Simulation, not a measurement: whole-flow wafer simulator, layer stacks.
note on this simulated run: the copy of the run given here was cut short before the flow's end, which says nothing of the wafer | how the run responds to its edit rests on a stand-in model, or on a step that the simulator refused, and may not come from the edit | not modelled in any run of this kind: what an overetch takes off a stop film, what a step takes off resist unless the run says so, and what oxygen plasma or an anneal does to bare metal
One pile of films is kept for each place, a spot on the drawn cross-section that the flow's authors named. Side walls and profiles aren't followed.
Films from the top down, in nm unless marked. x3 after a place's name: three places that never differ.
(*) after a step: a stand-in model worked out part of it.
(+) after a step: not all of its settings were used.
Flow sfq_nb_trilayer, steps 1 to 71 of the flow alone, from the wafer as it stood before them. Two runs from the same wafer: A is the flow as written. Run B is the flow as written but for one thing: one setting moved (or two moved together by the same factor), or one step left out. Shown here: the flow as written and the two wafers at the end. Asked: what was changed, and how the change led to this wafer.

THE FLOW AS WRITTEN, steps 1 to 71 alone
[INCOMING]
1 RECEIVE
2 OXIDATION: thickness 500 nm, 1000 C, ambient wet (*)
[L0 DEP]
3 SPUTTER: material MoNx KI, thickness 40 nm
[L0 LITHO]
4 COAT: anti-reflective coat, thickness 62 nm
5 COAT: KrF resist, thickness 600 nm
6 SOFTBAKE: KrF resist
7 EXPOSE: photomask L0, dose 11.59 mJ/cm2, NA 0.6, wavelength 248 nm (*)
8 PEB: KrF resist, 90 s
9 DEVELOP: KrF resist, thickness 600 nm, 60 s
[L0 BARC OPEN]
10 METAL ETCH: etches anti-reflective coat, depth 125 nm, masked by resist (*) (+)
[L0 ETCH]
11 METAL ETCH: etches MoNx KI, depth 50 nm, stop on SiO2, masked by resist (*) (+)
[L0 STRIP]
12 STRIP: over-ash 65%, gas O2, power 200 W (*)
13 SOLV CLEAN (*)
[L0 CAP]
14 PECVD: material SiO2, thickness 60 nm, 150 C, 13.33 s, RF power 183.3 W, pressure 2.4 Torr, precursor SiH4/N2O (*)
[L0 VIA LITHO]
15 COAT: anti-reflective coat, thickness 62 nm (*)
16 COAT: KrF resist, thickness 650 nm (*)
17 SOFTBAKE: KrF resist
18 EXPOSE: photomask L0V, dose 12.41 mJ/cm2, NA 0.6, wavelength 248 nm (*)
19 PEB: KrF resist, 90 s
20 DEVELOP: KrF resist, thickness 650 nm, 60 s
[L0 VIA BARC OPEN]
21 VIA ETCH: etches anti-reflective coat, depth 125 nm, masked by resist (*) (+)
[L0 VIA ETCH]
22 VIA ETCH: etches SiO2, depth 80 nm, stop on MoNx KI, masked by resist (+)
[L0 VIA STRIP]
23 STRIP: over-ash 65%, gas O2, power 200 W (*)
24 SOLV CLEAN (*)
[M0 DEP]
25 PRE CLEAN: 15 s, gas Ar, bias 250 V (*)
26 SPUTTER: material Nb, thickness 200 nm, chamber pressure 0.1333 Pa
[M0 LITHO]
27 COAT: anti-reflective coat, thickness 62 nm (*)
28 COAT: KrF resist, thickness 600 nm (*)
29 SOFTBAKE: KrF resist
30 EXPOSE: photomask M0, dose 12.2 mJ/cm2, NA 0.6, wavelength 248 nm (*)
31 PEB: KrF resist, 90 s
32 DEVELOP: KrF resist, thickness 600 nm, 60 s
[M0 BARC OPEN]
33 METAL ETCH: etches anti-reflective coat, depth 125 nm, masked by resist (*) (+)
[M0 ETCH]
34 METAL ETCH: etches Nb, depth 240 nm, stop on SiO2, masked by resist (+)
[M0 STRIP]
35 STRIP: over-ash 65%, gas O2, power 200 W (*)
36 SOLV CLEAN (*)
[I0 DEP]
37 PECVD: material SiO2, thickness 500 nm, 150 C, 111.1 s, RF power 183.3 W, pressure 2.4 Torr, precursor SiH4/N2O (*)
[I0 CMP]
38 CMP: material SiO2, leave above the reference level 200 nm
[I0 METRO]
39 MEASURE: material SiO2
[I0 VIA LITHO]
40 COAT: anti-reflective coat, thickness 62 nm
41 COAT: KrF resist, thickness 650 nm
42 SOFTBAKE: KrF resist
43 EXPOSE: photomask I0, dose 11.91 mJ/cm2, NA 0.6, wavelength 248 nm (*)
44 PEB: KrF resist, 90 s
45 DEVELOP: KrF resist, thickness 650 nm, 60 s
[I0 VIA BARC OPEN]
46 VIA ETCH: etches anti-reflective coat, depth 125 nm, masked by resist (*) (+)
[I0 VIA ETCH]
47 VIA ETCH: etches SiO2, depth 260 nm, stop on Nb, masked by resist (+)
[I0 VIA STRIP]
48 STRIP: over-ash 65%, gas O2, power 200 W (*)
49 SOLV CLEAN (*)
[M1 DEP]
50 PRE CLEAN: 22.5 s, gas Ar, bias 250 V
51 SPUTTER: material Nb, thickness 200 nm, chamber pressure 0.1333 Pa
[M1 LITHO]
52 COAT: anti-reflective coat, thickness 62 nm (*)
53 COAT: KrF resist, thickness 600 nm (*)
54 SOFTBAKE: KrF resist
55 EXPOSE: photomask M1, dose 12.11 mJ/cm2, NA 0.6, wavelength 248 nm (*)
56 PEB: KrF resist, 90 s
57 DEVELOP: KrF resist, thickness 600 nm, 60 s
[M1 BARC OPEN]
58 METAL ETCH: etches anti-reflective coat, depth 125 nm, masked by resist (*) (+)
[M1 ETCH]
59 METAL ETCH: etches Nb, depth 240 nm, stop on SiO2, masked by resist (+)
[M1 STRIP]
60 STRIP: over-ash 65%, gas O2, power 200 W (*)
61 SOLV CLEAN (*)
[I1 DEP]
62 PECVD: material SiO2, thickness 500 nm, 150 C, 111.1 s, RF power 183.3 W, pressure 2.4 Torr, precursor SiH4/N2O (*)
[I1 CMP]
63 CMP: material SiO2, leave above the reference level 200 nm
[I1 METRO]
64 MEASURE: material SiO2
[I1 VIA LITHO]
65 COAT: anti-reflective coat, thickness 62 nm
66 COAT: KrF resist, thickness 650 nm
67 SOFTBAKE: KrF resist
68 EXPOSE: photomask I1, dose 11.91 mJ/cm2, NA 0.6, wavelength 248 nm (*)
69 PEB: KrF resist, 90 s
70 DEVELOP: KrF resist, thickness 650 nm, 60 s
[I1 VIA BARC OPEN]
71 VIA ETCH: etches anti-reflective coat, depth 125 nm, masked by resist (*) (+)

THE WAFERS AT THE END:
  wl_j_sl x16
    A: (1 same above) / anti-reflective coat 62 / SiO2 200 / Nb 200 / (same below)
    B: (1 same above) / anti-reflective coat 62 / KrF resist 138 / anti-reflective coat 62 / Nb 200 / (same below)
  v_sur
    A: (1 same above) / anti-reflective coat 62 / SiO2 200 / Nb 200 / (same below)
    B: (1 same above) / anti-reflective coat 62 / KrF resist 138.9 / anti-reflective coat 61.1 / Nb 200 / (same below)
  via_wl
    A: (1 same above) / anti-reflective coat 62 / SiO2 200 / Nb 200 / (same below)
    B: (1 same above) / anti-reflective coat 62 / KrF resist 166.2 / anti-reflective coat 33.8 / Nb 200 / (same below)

The cause: step 60, STRIP: over-ash 65%, gas O2, power 200 W (*), was left out.

How the change led to this, step by step:
  62 PECVD: material SiO2, thickness 500 nm, 150 C, 111.1 s, RF power 183.3 W, pressure 2.4 Torr, precursor SiH4/N2O (*)
      lsp_m, ln_m6, lsp_r, l0_sur, l0v: A SiO2 +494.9 | B SiO2 +484
      wl_d_sl x2: A SiO2 +557.1 | B SiO2 +500
      (and at 1 more place)
  63 CMP: material SiO2, leave above the reference level 200 nm
      wl_j_sl x16: A SiO2 -300 | B SiO2 -500 (all of it), KrF resist -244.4
      via_wl, via_wr: A SiO2 -300 | B SiO2 -500 (all of it), KrF resist -219.3
      (and at 28 more places)
